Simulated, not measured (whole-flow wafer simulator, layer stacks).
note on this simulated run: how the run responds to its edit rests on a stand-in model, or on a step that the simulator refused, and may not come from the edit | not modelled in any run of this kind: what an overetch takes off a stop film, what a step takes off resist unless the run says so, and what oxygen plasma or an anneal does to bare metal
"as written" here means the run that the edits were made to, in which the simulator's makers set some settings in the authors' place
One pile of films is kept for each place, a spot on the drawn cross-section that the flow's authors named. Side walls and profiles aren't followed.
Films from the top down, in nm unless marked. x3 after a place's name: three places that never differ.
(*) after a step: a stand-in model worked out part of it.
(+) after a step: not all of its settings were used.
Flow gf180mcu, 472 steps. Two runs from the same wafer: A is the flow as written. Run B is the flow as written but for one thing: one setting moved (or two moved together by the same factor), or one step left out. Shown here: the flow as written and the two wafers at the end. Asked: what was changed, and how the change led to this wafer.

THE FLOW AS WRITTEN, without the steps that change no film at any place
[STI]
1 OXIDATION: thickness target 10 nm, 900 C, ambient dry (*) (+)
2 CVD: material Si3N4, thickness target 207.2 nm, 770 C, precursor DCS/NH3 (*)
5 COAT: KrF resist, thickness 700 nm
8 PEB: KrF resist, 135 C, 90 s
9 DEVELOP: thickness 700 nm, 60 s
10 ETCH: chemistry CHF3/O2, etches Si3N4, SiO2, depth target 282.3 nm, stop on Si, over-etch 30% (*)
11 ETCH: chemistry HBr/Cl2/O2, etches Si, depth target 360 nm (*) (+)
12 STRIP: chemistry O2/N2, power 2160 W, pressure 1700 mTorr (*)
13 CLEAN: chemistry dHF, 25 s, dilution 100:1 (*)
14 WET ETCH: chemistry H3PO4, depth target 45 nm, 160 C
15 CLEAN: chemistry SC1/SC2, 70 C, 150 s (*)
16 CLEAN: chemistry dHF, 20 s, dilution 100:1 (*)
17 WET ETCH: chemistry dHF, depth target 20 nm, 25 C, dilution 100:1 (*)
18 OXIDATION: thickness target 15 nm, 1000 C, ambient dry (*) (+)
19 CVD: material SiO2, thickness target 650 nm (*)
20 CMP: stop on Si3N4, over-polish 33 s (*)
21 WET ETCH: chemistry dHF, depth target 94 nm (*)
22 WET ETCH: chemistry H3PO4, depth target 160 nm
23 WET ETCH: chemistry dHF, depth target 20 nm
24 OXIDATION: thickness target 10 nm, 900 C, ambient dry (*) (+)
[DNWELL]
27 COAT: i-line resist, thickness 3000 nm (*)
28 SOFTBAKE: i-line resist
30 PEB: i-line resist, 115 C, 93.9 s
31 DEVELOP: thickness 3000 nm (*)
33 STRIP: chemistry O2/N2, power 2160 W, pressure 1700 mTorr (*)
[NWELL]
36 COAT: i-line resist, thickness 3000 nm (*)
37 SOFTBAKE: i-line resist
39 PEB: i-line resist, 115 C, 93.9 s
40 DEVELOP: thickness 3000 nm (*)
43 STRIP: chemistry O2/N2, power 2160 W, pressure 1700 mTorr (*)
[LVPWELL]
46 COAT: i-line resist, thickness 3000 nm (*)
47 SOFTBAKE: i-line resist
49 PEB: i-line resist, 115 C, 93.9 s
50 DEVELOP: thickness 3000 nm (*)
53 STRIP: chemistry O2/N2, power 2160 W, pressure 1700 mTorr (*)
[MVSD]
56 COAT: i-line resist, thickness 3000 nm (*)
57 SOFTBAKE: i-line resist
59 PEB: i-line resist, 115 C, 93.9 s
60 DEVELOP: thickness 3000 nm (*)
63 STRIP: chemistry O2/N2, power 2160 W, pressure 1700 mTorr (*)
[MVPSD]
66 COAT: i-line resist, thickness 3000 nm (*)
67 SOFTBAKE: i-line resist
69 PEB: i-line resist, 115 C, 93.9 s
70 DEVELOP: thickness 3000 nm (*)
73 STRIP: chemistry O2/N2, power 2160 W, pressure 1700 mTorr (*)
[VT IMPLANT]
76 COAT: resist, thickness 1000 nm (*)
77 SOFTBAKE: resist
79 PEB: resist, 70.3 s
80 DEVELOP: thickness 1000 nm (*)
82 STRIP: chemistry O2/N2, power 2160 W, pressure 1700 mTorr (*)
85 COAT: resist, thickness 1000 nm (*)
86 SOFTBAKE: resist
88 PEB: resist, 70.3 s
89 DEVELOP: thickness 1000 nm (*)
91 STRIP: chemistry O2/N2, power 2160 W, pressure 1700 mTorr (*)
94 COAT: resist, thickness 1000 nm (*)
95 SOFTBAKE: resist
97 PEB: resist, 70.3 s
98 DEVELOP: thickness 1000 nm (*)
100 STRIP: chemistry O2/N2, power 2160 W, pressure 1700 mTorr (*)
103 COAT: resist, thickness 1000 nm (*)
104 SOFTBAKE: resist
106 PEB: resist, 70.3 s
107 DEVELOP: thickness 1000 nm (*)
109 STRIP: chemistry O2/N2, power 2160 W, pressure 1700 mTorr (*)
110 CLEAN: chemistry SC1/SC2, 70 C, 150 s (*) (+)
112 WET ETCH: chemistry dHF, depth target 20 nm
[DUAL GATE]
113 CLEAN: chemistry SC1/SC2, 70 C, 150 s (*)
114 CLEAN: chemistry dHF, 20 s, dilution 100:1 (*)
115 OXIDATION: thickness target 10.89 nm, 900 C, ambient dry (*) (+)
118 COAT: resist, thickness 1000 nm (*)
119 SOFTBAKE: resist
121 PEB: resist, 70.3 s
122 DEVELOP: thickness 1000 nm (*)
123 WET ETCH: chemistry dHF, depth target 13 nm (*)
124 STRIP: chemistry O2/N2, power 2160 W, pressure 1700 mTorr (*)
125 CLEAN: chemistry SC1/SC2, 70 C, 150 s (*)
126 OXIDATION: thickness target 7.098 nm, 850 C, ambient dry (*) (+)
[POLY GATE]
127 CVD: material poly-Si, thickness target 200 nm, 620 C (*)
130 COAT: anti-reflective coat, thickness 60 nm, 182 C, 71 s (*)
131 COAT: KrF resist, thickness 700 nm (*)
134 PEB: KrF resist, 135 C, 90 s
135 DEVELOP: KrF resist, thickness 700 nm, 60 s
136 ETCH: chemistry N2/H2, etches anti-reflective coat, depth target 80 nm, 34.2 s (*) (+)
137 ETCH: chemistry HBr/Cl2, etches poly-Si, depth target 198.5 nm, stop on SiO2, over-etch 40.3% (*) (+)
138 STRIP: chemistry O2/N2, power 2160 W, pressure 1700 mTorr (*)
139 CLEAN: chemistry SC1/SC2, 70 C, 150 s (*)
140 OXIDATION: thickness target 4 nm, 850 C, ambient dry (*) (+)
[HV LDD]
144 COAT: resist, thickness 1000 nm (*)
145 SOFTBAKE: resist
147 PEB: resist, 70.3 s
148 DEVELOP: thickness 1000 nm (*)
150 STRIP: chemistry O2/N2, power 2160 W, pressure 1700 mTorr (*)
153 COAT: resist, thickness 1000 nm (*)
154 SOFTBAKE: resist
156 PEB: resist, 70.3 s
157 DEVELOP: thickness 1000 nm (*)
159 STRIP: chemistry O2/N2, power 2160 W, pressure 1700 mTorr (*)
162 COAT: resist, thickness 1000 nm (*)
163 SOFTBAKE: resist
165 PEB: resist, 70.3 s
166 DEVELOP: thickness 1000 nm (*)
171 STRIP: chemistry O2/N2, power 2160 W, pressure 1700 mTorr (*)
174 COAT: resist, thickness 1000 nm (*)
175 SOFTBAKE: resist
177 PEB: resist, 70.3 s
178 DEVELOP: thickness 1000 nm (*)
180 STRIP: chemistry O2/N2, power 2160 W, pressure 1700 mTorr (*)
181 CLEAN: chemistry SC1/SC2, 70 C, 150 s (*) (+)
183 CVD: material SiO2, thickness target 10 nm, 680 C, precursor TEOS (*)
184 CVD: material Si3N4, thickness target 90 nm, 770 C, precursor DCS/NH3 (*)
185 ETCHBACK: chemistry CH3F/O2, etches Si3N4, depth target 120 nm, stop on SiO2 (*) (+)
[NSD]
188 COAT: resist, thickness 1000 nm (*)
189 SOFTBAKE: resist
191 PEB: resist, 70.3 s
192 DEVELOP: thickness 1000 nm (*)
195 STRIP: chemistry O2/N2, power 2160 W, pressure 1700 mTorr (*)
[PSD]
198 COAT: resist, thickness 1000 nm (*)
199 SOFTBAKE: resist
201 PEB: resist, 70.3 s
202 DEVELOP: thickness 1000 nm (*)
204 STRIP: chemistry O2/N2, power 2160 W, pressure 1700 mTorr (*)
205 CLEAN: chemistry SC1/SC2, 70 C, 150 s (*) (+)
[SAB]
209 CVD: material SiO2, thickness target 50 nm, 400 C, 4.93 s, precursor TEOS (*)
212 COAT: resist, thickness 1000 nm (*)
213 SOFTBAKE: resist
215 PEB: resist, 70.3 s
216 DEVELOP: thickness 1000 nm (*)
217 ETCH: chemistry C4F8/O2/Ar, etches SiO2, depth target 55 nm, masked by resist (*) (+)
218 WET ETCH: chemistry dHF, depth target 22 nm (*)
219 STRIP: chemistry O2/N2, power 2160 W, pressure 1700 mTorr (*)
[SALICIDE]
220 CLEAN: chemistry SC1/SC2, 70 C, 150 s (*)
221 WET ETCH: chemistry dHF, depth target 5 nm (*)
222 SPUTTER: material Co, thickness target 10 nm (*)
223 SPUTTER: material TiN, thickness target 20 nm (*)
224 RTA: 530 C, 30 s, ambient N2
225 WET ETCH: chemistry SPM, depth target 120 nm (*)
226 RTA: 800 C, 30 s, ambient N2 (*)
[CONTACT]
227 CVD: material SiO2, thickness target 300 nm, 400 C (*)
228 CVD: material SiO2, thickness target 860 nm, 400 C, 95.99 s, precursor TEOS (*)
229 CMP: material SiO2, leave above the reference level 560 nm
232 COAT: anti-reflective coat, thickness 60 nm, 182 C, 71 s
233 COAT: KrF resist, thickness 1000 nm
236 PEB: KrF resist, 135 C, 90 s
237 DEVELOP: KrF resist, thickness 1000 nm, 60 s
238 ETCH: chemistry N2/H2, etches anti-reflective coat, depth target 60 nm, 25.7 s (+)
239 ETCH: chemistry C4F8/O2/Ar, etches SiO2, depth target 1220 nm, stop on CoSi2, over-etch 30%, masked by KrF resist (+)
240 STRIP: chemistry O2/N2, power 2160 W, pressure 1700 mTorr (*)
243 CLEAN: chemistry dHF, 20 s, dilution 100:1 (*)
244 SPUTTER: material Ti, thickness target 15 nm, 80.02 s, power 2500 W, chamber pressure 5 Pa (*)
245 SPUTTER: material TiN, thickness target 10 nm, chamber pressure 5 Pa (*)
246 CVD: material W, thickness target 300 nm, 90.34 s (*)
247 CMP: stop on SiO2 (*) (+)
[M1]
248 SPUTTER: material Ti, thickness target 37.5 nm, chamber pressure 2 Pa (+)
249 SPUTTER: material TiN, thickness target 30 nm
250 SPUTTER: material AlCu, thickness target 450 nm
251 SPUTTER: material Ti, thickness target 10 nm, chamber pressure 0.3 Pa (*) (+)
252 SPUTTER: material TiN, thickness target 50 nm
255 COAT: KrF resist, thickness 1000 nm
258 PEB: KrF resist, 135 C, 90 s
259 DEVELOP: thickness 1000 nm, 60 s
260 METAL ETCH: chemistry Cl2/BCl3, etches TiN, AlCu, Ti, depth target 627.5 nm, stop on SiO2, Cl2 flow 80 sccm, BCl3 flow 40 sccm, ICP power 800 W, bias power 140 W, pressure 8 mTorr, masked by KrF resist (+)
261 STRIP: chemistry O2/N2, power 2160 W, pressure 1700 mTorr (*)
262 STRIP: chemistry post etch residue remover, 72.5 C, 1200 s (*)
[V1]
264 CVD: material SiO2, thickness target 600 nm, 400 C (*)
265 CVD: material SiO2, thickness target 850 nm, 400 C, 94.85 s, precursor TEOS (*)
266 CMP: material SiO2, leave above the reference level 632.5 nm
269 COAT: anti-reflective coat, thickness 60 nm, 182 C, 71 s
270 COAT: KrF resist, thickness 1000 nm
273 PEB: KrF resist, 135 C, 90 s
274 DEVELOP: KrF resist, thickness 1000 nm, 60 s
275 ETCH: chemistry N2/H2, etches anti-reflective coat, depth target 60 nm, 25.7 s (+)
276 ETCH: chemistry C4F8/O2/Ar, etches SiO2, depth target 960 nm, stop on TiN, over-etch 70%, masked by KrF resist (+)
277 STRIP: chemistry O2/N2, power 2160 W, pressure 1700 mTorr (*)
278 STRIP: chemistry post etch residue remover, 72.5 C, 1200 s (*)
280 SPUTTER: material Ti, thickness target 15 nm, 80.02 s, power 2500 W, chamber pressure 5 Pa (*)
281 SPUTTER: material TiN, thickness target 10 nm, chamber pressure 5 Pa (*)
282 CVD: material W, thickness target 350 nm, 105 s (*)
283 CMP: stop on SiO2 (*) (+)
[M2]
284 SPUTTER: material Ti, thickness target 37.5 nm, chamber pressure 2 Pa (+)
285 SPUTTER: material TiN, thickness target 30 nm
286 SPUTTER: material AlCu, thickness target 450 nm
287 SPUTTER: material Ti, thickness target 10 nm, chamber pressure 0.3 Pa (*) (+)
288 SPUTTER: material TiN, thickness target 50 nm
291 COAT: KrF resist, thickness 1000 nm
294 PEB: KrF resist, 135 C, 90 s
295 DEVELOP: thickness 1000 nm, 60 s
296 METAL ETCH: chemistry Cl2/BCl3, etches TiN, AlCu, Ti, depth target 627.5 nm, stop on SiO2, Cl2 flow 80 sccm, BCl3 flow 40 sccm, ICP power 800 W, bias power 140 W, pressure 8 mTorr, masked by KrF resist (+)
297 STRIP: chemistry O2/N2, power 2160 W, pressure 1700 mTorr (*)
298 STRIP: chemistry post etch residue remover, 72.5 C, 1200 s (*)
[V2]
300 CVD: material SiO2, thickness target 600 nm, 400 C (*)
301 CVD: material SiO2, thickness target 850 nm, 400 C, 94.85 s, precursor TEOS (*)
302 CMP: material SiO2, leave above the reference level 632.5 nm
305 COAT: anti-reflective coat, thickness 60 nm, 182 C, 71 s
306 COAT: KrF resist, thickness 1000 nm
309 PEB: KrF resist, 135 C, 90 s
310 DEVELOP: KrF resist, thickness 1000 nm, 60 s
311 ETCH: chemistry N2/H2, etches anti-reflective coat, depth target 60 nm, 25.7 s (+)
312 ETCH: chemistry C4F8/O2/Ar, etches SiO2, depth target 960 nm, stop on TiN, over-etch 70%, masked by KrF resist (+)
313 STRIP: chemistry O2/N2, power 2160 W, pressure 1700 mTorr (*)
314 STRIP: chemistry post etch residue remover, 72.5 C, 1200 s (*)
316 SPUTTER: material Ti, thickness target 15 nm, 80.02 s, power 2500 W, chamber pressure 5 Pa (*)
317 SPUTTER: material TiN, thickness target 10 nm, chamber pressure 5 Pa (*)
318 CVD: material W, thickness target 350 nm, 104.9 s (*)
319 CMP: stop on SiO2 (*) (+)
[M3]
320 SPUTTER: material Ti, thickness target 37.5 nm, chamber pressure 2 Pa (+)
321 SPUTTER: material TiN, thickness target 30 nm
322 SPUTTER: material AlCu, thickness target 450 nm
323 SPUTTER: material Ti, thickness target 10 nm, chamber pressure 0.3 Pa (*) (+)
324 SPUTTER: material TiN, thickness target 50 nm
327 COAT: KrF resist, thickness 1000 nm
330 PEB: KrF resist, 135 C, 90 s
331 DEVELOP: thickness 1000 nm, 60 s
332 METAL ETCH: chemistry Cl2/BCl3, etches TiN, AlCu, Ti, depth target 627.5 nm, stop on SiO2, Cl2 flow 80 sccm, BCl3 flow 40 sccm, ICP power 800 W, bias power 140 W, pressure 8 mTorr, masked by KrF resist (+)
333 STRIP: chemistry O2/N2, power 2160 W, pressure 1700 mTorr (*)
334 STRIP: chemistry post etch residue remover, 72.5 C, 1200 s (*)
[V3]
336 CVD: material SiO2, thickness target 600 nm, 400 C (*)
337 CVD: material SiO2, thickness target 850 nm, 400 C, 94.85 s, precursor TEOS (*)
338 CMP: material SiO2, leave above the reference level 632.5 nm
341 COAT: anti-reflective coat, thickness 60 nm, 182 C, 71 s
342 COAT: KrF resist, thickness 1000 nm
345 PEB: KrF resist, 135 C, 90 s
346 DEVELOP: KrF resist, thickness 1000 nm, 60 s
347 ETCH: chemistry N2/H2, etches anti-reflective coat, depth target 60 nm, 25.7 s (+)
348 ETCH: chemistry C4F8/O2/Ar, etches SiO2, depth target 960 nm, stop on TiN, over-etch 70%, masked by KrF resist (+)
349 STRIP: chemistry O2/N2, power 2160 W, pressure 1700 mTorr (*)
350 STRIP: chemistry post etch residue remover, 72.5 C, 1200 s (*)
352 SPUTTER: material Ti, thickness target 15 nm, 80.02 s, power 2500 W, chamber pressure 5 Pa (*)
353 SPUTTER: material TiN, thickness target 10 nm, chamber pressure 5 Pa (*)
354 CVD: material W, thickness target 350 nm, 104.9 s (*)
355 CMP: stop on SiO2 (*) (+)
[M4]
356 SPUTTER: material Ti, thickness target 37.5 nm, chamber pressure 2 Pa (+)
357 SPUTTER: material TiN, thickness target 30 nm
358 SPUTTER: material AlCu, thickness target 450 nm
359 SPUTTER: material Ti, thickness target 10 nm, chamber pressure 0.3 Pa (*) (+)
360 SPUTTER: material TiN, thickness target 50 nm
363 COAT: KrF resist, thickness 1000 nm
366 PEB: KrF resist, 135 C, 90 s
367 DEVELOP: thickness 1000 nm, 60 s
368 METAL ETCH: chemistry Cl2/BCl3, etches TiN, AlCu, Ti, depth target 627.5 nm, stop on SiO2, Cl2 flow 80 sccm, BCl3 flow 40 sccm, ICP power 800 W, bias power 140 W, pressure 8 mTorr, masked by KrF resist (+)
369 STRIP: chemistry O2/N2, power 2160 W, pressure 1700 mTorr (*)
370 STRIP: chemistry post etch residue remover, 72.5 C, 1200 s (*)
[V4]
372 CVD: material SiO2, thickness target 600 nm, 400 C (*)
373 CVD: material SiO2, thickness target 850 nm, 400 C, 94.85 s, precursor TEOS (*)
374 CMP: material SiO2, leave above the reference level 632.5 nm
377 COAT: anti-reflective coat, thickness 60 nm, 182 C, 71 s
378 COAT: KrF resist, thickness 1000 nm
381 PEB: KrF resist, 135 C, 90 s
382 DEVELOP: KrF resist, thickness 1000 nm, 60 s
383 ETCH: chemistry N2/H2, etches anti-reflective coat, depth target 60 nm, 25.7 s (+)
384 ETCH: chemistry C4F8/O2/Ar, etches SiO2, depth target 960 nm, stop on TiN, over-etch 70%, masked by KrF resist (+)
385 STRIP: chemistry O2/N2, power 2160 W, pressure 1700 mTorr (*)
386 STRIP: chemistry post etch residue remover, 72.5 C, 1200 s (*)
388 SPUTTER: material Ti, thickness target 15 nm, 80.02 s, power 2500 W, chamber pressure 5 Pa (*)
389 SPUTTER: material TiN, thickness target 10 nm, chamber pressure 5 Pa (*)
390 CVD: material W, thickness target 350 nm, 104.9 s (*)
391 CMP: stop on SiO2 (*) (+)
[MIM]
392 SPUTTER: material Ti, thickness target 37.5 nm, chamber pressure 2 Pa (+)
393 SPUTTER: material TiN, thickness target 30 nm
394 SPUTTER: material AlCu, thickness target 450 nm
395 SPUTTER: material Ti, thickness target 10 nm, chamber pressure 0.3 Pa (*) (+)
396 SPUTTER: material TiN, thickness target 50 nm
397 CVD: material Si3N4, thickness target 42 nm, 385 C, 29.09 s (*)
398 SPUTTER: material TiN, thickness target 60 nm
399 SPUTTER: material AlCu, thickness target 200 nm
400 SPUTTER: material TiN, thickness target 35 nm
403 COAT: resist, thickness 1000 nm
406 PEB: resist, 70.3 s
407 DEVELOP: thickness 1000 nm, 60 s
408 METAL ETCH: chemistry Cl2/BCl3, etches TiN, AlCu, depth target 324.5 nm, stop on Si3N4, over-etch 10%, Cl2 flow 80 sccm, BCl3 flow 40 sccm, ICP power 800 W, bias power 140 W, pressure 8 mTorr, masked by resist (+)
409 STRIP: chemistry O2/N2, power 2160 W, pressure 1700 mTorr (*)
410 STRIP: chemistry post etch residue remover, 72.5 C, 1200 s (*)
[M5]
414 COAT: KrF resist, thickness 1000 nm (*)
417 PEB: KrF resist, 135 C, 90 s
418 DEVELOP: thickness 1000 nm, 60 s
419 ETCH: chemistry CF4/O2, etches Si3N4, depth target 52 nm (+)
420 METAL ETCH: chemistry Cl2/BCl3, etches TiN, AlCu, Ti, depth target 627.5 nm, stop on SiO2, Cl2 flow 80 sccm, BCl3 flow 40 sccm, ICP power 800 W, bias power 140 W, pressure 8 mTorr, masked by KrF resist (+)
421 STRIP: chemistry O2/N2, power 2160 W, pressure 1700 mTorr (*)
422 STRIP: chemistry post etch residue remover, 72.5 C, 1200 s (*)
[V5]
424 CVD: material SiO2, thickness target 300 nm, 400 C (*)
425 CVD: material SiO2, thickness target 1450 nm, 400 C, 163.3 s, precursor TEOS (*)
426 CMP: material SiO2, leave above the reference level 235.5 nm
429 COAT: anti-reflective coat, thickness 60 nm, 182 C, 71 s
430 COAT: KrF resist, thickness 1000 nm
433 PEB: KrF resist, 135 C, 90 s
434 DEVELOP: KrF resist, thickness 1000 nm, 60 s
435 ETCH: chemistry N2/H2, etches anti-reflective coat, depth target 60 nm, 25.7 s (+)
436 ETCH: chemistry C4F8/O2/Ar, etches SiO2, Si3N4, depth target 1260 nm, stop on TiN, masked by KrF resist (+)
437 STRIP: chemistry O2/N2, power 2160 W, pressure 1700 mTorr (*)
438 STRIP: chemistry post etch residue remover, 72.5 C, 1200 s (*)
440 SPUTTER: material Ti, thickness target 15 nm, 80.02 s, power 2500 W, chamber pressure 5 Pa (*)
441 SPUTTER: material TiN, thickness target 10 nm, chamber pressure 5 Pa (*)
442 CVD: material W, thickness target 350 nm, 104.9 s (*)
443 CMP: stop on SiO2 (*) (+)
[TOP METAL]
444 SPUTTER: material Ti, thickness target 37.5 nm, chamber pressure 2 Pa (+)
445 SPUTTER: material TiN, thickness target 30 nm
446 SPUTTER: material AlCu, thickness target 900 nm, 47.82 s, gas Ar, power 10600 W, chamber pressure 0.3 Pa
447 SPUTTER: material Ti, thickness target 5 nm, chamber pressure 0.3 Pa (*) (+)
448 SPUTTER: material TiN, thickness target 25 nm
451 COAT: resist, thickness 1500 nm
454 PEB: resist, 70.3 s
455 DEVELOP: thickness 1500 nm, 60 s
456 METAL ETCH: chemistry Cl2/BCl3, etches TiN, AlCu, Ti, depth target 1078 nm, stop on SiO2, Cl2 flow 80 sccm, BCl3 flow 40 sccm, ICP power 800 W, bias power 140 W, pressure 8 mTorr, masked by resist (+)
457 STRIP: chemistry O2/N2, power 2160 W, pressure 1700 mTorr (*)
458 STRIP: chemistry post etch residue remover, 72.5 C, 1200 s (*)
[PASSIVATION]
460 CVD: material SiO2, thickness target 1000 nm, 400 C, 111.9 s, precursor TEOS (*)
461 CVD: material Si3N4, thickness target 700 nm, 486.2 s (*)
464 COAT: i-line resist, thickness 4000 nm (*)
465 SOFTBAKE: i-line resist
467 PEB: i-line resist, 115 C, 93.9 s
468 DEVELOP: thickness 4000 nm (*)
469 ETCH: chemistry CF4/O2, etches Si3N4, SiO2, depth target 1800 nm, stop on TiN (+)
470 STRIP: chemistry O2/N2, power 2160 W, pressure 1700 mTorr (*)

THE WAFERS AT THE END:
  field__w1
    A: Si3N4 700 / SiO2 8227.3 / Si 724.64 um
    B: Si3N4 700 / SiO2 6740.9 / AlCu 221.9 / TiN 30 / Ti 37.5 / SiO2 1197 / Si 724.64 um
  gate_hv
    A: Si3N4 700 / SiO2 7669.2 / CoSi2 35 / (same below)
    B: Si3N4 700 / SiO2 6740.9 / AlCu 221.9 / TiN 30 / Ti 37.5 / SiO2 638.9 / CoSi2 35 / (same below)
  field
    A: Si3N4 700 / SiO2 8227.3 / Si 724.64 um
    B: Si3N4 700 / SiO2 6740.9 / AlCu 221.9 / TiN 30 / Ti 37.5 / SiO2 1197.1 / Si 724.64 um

The cause: step 260, METAL ETCH: depth target 282.4 nm was run, where the flow has depth target 627.5 nm.

How the change led to this, step by step:
  260 METAL ETCH: chemistry Cl2/BCl3, etches TiN, AlCu, Ti, depth target 627.5 nm, stop on SiO2, Cl2 flow 80 sccm, BCl3 flow 40 sccm, ICP power 800 W, bias power 140 W, pressure 8 mTorr, masked by KrF resist (+)
      field, field__w1, field__w2 and 99 more: A TiN -50 (all of it), Ti -10 (all of it), AlCu -450 (all of it), TiN -30 (all of it), Ti -37.5 (all of it) | B TiN -50 (all of it), Ti -10 (all of it), AlCu -222.4
      field__w8, contact, m1 and 6 more: A KrF resist -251 | B KrF resist -113
  261 STRIP: chemistry O2/N2, power 2160 W, pressure 1700 mTorr (*)
      field__w8, contact, m1 and 6 more: A KrF resist -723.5 (all of it) | B KrF resist -861.6 (all of it)
  262 STRIP: chemistry post etch residue remover, 72.5 C, 1200 s (*)
      field, field__w1, field__w2 and 99 more: A nothing | B AlCu -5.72
  264 CVD: material SiO2, thickness target 600 nm, 400 C (*)
      field, field__w1, field__w2 and 99 more: A SiO2 +600 | B SiO2 +600 (new film)
  266 CMP: material SiO2, leave above the reference level 632.5 nm
      field, field__w1, field__w2 and 99 more: A SiO2 -300 | B SiO2 -589.4
Counting metal films that touch as one body, field__w1 has 1 body; the flow as written gives 0 bodies.
Counting metal films that touch as one body, gate_hv has 2 bodies (between them, from the top down: SiO2 638.9); the flow as written gives 1 body.
Counting metal films that touch as one body, field has 1 body; the flow as written gives 0 bodies.
